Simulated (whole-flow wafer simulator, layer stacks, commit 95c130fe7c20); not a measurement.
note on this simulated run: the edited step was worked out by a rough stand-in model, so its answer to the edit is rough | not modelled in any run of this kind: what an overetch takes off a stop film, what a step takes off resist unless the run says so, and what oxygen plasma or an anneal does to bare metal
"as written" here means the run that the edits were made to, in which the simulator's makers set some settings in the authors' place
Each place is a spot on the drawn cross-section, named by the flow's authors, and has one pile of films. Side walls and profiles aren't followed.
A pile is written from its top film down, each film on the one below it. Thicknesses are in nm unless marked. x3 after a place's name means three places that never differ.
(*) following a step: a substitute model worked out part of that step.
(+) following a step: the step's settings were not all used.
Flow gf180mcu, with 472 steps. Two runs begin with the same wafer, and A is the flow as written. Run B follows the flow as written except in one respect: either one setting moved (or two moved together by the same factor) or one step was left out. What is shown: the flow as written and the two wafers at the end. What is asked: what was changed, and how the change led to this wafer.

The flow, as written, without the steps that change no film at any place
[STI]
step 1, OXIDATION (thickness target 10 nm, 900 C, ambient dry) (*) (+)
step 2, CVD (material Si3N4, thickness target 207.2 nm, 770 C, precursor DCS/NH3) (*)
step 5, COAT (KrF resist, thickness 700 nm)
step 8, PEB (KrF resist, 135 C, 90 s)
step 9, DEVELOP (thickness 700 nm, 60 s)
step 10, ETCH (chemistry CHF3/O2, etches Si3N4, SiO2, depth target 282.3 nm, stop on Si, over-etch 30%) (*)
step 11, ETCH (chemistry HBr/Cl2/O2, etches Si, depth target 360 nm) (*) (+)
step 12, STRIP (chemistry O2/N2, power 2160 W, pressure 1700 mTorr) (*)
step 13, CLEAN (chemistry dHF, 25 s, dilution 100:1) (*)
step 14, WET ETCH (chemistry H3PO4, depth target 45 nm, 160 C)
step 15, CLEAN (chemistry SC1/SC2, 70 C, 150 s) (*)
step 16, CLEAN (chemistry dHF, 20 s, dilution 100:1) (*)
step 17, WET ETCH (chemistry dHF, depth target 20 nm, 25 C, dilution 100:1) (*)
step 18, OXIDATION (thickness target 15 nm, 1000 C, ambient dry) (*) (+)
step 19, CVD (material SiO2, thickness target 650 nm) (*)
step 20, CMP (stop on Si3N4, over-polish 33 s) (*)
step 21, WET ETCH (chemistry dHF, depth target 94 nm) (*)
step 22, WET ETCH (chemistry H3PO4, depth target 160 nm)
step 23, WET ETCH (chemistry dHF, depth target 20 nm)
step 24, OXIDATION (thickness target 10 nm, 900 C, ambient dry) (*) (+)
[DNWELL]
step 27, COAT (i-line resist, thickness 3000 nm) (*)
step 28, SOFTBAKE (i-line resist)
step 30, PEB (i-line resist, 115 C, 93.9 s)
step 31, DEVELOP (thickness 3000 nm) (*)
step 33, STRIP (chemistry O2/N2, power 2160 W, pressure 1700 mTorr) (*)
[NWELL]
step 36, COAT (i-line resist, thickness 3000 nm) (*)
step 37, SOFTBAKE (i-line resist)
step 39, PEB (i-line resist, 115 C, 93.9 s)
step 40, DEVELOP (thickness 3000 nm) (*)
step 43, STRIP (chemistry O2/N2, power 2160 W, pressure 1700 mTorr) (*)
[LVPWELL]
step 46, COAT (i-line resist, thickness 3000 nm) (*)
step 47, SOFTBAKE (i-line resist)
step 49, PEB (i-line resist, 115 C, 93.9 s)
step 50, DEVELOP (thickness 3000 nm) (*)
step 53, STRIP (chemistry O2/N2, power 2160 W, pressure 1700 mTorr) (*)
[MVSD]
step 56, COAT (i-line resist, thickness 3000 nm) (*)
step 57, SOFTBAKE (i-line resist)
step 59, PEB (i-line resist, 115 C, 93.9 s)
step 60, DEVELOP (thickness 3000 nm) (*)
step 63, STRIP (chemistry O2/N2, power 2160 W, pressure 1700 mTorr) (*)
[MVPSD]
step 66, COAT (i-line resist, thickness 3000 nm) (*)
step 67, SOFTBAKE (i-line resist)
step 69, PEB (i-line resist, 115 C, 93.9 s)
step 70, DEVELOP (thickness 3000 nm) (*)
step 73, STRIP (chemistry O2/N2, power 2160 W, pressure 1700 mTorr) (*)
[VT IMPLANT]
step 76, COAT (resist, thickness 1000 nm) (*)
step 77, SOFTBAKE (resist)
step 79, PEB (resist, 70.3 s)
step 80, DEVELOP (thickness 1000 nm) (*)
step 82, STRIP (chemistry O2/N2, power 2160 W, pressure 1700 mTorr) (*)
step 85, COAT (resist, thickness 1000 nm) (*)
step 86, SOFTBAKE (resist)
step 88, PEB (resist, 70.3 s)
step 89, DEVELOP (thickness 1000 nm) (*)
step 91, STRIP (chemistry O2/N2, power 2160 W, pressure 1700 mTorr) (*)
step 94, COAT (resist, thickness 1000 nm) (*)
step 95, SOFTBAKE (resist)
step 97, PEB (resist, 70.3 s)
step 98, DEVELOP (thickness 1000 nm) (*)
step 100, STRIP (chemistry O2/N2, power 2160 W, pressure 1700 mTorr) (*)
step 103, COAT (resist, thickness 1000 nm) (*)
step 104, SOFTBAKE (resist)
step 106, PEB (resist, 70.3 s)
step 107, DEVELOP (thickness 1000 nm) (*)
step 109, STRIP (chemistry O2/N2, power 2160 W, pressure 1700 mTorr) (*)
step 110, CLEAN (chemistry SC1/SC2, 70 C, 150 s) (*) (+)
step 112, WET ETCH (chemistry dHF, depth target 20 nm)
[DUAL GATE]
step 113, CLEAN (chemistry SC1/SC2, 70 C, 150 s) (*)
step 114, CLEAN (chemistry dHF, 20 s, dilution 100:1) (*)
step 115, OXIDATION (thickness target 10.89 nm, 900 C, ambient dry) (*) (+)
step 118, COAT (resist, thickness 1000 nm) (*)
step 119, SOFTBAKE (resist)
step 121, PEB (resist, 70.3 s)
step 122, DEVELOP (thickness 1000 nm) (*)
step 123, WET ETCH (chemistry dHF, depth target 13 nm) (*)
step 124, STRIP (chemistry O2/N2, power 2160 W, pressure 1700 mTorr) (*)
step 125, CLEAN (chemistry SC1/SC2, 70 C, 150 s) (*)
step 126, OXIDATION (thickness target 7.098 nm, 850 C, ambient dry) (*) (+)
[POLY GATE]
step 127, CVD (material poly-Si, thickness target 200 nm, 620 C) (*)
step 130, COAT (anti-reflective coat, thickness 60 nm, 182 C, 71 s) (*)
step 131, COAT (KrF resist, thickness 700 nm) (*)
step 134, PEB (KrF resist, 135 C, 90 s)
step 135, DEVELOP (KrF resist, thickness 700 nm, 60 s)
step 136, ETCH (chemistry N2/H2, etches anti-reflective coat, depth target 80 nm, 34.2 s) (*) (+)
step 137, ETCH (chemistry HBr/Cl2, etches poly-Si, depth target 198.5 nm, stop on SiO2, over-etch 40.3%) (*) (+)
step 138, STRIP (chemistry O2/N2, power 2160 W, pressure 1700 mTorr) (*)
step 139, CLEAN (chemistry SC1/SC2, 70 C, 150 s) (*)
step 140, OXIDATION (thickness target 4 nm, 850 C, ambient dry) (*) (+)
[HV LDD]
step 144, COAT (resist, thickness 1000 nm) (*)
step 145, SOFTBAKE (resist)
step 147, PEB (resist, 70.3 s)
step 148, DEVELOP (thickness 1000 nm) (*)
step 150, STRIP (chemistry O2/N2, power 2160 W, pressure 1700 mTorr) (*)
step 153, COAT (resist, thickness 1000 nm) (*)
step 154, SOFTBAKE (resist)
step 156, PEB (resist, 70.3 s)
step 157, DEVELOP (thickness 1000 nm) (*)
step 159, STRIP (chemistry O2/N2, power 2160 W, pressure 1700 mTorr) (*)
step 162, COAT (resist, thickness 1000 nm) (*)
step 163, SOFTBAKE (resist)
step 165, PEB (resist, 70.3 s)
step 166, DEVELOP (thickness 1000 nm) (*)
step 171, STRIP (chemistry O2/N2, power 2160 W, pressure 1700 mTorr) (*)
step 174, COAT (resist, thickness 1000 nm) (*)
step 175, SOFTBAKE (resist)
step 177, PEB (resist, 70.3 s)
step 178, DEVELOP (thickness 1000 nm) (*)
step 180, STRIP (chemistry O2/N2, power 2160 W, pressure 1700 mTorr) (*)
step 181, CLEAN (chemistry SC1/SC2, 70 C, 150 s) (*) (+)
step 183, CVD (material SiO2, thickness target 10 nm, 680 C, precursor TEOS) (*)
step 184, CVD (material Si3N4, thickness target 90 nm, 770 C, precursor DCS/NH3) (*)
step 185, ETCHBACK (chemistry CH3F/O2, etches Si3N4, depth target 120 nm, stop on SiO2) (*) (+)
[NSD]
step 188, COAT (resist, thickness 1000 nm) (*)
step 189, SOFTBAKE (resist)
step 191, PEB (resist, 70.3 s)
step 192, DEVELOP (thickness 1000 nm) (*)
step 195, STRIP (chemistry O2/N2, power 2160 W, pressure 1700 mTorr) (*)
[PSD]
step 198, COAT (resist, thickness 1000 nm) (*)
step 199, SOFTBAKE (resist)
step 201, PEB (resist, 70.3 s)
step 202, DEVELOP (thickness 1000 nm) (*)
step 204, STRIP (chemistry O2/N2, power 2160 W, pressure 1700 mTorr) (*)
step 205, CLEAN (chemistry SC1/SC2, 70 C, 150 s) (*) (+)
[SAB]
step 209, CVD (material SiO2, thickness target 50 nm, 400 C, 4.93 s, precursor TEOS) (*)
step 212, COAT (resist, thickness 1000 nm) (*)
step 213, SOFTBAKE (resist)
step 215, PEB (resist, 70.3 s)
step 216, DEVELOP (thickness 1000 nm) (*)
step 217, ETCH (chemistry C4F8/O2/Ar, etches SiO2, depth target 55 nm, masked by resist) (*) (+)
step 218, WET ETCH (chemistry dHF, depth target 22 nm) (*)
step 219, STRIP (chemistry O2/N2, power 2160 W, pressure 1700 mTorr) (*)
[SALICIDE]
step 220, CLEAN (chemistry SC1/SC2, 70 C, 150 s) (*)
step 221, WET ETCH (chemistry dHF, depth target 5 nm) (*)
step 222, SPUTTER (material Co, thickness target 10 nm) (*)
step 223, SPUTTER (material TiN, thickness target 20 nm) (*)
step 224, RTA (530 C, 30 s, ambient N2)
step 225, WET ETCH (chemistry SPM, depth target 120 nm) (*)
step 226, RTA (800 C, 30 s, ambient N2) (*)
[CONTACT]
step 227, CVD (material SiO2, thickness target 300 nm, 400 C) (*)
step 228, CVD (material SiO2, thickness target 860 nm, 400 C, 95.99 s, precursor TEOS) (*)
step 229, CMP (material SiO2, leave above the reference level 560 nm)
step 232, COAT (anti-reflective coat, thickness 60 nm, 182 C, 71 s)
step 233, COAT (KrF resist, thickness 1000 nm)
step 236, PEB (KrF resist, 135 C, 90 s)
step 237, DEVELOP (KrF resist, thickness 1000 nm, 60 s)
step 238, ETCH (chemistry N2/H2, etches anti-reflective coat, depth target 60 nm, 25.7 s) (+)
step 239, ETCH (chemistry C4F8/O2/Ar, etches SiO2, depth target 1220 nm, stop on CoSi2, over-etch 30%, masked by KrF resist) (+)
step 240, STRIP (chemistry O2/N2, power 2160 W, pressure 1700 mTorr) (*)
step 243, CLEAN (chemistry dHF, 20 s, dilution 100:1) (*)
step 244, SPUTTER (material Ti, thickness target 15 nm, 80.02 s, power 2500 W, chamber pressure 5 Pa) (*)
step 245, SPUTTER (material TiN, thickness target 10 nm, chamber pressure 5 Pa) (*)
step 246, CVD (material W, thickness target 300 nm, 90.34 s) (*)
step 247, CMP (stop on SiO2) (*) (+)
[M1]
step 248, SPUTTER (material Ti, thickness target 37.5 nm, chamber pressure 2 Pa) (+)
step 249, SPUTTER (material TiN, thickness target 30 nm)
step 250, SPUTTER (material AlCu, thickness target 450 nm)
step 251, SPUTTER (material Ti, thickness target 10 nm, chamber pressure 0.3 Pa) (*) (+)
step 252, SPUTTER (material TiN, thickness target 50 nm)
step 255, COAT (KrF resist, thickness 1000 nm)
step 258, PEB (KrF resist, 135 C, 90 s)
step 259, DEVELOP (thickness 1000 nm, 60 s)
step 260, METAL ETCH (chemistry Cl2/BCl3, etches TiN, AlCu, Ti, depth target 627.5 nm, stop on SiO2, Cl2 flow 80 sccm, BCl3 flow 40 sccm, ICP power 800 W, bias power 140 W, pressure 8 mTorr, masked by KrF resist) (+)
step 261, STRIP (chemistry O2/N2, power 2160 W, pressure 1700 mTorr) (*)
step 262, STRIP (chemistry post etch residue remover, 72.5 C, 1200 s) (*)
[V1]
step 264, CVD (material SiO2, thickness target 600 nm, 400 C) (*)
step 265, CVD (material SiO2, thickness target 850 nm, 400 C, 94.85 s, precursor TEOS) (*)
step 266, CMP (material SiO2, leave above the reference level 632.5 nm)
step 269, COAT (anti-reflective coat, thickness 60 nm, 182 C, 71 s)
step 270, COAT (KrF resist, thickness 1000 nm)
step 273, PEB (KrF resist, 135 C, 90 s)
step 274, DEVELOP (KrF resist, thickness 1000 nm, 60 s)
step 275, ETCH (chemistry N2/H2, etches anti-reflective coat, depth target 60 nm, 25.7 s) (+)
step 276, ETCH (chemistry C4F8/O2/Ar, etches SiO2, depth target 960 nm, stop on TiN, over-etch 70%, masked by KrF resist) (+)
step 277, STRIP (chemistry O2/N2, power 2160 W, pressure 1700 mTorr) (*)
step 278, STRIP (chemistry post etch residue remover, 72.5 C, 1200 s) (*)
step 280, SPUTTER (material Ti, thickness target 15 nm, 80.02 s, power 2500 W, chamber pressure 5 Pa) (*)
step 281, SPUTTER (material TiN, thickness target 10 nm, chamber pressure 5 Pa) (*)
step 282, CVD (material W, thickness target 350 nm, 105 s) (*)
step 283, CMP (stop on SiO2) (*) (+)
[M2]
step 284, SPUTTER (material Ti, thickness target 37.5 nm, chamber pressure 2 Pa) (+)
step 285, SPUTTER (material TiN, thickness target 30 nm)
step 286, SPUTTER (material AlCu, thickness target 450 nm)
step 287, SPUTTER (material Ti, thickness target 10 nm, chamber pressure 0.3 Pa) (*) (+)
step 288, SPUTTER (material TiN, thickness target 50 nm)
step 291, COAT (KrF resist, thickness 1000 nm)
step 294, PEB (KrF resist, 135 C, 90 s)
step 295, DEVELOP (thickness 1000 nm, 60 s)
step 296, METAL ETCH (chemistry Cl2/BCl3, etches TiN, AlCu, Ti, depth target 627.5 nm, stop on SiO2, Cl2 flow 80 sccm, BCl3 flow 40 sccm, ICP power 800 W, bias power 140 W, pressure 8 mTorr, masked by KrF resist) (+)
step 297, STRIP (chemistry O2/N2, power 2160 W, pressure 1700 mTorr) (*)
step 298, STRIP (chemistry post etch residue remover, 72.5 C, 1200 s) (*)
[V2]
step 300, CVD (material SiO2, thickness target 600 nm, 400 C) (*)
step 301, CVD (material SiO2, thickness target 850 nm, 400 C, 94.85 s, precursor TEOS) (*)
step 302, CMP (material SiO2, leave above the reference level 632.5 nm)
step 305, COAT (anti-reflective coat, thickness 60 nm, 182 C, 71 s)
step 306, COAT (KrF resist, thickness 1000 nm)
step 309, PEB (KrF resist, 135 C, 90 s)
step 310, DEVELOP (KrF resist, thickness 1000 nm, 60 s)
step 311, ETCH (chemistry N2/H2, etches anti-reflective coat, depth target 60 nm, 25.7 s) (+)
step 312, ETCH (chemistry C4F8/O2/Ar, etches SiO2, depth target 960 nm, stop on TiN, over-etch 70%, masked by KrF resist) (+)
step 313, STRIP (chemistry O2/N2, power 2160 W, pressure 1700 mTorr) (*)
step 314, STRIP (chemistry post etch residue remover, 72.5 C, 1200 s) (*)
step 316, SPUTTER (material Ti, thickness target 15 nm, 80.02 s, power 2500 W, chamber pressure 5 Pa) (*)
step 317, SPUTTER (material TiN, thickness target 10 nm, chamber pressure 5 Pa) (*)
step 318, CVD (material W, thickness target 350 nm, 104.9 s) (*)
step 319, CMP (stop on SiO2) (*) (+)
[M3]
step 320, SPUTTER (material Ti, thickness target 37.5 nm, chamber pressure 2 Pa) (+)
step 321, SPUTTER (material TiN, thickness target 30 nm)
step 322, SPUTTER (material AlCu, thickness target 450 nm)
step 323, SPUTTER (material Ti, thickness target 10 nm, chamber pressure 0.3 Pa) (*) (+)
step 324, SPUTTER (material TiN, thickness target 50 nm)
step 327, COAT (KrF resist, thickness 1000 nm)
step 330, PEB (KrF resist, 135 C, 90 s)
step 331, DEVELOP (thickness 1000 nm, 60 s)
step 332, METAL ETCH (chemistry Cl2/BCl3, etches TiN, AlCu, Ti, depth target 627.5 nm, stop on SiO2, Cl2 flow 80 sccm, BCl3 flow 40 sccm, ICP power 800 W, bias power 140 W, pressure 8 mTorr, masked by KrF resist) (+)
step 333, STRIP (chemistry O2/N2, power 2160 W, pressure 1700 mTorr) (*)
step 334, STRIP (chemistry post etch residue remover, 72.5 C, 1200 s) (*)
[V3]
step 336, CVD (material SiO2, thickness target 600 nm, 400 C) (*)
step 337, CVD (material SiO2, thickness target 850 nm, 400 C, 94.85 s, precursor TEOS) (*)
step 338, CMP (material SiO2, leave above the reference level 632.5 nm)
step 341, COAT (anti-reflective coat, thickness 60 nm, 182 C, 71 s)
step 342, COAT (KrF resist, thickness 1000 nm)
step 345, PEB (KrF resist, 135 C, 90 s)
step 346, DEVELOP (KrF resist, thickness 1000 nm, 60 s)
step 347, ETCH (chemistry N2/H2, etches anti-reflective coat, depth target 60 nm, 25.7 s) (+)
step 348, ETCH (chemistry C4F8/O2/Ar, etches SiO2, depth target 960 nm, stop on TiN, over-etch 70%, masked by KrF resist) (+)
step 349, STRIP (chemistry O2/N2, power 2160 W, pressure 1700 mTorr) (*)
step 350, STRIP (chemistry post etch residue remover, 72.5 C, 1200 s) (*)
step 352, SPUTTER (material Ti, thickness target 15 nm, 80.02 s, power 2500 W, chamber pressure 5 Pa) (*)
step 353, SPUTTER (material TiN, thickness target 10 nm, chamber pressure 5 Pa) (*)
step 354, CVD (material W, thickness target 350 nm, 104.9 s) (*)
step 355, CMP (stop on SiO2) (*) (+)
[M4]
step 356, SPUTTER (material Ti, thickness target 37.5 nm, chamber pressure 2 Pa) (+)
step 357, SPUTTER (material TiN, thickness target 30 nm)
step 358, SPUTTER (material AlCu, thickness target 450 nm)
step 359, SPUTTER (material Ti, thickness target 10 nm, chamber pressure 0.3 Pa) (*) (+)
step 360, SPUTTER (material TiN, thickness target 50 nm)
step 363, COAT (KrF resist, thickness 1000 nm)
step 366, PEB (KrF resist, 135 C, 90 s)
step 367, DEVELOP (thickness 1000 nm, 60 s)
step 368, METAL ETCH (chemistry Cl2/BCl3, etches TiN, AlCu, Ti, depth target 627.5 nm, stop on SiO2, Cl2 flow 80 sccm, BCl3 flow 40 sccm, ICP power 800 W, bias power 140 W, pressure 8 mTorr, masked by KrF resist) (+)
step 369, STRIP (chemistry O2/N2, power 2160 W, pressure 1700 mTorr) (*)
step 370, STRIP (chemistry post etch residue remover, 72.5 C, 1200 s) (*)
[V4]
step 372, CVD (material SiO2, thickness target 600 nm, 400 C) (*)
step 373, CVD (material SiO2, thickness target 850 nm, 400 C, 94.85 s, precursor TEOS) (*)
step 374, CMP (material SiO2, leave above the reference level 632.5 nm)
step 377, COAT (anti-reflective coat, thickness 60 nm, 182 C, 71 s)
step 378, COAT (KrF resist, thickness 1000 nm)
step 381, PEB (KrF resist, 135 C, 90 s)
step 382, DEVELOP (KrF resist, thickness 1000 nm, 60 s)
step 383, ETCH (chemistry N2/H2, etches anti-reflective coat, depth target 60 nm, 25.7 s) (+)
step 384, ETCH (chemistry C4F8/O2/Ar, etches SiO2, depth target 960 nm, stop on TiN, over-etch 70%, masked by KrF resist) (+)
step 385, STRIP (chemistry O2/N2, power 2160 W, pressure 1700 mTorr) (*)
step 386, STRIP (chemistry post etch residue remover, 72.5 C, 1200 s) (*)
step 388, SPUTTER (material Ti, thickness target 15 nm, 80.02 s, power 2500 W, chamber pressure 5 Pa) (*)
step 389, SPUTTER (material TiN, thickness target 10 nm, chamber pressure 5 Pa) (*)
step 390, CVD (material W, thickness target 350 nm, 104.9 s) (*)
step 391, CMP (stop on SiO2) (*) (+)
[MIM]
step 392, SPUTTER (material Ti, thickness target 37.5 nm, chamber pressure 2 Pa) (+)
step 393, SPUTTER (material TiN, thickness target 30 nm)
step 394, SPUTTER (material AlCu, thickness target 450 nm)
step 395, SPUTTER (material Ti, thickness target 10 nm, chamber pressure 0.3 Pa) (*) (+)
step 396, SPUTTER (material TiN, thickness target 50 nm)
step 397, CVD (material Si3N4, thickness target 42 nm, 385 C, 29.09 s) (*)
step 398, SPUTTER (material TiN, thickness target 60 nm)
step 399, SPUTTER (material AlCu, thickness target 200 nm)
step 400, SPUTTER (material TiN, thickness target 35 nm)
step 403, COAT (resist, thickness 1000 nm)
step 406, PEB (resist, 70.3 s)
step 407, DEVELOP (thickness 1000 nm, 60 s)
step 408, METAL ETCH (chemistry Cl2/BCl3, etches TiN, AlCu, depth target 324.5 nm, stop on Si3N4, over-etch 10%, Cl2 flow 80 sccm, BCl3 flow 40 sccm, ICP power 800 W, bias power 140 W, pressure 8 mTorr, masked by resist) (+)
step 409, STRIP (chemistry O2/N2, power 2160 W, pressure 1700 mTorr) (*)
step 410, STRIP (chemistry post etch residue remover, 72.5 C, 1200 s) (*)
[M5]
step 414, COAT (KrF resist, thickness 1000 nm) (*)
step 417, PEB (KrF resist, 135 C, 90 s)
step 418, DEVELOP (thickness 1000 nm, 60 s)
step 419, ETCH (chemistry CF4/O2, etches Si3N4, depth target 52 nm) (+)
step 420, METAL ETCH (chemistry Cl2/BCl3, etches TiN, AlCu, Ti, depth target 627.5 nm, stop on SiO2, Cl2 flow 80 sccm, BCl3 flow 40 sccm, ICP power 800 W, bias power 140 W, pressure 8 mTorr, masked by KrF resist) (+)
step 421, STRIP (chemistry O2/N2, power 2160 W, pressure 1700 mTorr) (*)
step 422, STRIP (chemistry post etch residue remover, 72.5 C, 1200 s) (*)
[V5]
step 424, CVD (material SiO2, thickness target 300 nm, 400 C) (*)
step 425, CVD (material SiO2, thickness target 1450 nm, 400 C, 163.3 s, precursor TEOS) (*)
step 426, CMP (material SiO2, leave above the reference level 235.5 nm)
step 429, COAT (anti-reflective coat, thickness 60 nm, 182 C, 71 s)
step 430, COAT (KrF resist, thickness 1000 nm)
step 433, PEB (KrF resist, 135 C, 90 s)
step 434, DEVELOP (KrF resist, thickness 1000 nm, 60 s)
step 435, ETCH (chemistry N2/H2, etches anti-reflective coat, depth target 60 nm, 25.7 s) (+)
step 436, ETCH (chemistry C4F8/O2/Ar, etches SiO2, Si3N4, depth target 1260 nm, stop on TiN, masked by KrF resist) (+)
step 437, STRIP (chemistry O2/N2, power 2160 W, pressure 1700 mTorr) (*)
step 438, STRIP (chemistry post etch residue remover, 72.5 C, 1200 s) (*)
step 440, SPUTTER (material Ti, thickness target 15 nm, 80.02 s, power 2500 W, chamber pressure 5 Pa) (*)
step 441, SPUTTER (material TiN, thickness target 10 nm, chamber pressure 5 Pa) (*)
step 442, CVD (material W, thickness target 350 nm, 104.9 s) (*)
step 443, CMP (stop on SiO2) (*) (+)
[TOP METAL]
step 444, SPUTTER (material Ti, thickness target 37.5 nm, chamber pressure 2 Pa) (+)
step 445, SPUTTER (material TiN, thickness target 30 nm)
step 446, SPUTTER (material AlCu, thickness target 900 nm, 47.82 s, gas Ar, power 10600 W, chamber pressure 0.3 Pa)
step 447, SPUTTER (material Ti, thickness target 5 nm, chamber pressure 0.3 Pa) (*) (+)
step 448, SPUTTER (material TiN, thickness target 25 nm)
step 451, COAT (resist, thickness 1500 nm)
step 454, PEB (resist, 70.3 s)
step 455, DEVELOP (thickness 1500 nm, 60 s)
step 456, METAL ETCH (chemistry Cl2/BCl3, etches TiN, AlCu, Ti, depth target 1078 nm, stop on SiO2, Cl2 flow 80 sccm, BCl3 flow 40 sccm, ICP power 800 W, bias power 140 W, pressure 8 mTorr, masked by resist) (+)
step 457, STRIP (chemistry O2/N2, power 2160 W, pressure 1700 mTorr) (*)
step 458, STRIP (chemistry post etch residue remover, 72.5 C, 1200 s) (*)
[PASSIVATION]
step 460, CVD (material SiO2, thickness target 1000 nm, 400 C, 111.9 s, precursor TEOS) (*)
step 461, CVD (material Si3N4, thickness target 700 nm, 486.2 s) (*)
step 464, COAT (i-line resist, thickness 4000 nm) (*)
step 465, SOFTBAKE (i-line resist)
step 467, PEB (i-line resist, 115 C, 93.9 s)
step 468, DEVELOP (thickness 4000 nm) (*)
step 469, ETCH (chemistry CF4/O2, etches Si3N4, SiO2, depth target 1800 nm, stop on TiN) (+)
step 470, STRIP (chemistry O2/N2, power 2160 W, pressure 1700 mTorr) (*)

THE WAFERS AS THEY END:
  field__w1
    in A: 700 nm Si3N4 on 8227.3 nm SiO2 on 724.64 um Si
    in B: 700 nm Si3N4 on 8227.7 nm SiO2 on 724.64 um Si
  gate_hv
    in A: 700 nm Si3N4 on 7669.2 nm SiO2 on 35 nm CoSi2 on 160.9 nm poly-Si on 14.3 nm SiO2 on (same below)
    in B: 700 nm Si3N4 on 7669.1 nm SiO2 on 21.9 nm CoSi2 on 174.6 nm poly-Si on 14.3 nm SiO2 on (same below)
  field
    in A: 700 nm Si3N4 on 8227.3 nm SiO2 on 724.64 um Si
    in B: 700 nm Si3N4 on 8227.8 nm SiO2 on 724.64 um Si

The reason: step 222, SPUTTER: thickness target 6.25 nm was run, whereas the flow has thickness target 10 nm.

How this came from the change, step by step:
  step 222, SPUTTER (material Co, thickness target 10 nm) (*)
      field, field__w7, field__w8 and 71 more: A Co gains 10 (new film) | B Co gains 6.25 (new film)
      field__w6, field_sub, field_sub__w2: A Co gains 9.95 (new film) | B Co gains 6.22 (new film)
      (as well as at 34 more places)
  step 224, RTA (530 C, 30 s, ambient N2)
      gate, gate_hv, gate_p and 22 more: A under 1 film: CoSi gains 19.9 (new film), Co loses 10 (all of it), poly-Si loses 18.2 | B under 1 film: CoSi gains 12.4 (new film), Co loses 6.25 (all of it), poly-Si loses 11.4
      active, p_well, sd_n and 11 more: A under 1 film: CoSi gains 19.9 (new film), Co loses 10 (all of it), Si loses 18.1 | B under 1 film: CoSi gains 12.4 (new film), Co loses 6.25 (all of it), Si loses 11.3
      (as well as at 10 more places)
  step 225, WET ETCH (chemistry SPM, depth target 120 nm) (*)
      field, field__w7, field__w8 and 32 more: A TiN loses 20 (all of it), Co loses 10 (all of it) | B TiN loses 20 (all of it), Co loses 6.25 (all of it)
      field__w9, nw_enc_fld_lv__w3: A TiN loses 19.1 (all of it), Co loses 9.6 (all of it) | B TiN loses 19.1 (all of it), Co loses 6 (all of it)
      (as well as at 25 more places)
  step 226, RTA (800 C, 30 s, ambient N2) (*)
      gate, gate_hv, gate_p and 22 more: A CoSi2 gains 35 (new film), CoSi loses 19.9 (all of it), poly-Si loses 18.2 | B CoSi2 gains 21.9 (new film), CoSi loses 12.4 (all of it), poly-Si loses 11.4
      active, p_well, sd_n and 11 more: A CoSi2 gains 35 (new film), CoSi loses 19.9 (all of it), Si loses 18.1 | B CoSi2 gains 21.9 (new film), CoSi loses 12.4 (all of it), Si loses 11.3
      (as well as at 10 more places)
